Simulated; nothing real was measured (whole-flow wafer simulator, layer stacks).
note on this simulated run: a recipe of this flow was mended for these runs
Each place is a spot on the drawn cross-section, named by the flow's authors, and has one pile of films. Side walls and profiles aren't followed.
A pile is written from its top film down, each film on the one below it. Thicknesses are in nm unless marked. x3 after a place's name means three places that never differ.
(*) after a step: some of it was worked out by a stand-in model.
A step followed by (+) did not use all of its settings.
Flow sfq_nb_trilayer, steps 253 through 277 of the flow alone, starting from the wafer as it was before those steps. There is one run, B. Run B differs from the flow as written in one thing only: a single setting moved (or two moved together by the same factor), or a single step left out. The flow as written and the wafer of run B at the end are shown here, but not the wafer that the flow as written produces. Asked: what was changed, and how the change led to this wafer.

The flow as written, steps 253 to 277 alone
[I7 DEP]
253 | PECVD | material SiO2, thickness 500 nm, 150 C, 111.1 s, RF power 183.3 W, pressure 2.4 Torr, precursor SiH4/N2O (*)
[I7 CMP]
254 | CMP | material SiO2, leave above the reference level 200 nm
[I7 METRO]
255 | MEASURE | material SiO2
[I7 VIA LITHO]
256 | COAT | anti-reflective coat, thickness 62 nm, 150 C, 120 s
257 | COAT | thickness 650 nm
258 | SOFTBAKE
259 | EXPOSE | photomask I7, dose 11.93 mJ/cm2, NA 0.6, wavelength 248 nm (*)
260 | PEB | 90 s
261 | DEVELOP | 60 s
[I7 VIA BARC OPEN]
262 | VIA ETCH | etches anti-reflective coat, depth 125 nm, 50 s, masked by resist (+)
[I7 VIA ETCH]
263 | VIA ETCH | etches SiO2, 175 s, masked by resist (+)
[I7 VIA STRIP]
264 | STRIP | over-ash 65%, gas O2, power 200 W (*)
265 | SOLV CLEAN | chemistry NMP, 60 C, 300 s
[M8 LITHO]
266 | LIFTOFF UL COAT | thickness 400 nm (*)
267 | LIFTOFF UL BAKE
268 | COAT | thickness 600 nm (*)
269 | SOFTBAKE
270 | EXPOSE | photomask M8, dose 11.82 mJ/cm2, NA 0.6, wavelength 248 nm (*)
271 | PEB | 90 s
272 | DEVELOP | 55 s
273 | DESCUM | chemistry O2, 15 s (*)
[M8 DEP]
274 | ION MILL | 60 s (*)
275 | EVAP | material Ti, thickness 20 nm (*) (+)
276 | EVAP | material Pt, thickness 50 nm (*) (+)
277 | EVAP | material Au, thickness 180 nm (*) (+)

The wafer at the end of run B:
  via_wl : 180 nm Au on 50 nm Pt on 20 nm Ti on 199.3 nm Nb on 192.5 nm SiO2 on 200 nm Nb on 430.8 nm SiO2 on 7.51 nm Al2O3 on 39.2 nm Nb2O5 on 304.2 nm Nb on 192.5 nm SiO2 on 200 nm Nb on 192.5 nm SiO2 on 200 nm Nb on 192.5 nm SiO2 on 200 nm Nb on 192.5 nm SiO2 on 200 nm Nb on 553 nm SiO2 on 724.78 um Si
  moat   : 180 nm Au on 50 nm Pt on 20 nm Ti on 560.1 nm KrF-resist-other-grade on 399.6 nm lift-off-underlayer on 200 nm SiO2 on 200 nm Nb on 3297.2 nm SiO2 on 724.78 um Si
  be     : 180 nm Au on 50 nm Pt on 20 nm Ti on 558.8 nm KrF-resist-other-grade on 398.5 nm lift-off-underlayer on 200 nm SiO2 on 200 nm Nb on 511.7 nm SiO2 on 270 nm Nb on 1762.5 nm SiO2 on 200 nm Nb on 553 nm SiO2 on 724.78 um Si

Cause: step 263, VIA ETCH: 130 s was run, though the flow has 175 s.

How this came from the change, step by step:
  263 | VIA ETCH | etches SiO2, 175 s, masked by resist (+)
      via_wl, via_w, via_wr: -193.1 SiO2 (it would be, as written: -199.7 SiO2 (all of it), -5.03 Nb)
      field_l, v_sur, via_sp and 100 more: -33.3 KrF-resist-other-grade (it would be, as written: -44.8 KrF-resist-other-grade)
  264 | STRIP | over-ash 65%, gas O2, power 200 W (*)
      field_l, v_sur, via_sp and 100 more: -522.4 KrF-resist-other-grade (all of it), -62 anti-reflective coat (all of it) (it would be, as written: -510.8 KrF-resist-other-grade (all of it), -62 anti-reflective coat (all of it))
  274 | ION MILL | 60 s (*)
      via_wl, via_w, via_wr: -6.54 SiO2 (all of it), -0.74 Nb (it would be, as written: -7.3 Nb)
